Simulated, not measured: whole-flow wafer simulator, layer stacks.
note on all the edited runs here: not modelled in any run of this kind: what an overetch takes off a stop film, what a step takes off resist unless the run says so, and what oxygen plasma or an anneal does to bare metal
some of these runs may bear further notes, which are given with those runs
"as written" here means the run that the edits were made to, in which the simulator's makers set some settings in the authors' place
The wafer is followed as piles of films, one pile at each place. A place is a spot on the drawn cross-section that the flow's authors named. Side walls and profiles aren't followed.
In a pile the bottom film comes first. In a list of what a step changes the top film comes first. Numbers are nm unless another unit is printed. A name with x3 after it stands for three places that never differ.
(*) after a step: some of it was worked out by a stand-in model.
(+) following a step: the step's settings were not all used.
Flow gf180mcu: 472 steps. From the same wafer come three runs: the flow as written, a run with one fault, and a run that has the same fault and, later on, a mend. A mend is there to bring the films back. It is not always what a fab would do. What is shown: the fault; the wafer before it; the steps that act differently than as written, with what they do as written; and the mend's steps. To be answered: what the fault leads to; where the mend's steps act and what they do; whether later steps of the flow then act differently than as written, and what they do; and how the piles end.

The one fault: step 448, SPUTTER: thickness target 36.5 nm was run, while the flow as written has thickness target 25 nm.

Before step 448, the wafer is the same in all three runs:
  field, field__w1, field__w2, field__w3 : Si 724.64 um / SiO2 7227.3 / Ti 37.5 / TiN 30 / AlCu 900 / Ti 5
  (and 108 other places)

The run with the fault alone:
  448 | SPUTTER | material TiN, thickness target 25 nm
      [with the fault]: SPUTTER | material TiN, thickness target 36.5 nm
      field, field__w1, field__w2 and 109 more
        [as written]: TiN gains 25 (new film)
        [with the fault]: TiN gains 36.5 (new film)
  Later steps of the flow acting differently than as written (not shown: 4 more steps that differ only slightly, by at most 2% or 0.5 nm, whichever is larger):
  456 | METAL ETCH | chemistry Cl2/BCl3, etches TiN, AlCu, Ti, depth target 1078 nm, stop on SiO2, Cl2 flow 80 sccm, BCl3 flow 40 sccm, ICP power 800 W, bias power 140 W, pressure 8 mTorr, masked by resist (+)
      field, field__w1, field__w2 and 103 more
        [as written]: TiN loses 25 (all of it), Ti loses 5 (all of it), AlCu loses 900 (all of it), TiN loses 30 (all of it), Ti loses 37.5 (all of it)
        [with the fault]: TiN loses 36.5 (all of it), Ti loses 5 (all of it), AlCu loses 900 (all of it), TiN loses 30 (all of it), Ti loses 37.5 (all of it)
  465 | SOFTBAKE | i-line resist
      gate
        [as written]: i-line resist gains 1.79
        [with the fault]: i-line resist loses 0.28
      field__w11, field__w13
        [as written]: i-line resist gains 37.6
        [with the fault]: i-line resist gains 31.5
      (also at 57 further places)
  By the end, the piles at field__w8, contact, m1, m1__w1, pad, m1_nw depart from the flow's by more than 2% or 0.5 nm, whichever is larger.
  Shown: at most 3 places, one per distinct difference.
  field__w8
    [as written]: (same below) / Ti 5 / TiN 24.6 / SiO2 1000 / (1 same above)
    [with the fault]: (same below) / Ti 5 / TiN 36.1 / SiO2 1000 / (1 same above)
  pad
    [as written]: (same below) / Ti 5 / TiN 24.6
    [with the fault]: (same below) / Ti 5 / TiN 36.1

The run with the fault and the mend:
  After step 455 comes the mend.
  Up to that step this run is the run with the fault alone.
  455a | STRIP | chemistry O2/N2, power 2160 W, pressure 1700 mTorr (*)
      field__w8, contact, m1, m1__w1, pad, m1_nw
        resist loses 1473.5 (all of it)
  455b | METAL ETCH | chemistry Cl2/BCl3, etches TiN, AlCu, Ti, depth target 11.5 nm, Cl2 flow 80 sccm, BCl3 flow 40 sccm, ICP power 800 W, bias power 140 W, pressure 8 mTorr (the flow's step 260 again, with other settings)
      field, field__w1, field__w2 and 109 more
        TiN loses 11.5
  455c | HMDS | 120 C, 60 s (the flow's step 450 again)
      does not change any film at any place that is followed
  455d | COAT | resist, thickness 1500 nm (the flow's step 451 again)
      field, field__w1, field__w2 and 109 more
        resist gains 1500 (new film)
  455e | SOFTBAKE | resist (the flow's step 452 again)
      does not change any film at any place that is followed
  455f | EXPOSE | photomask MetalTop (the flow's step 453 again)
      does not change any film at any place that is followed
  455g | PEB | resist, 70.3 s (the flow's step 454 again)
      field, field__w1, field__w2 and 109 more
        resist loses 26.5
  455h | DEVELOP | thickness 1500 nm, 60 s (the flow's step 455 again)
      field, field__w1, field__w2 and 103 more
        resist loses 1473.5 (all of it)
  Every later step of the flow that is run acts as written at every place that is followed.
  At every place that both follow, the piles at the end match the flow's.
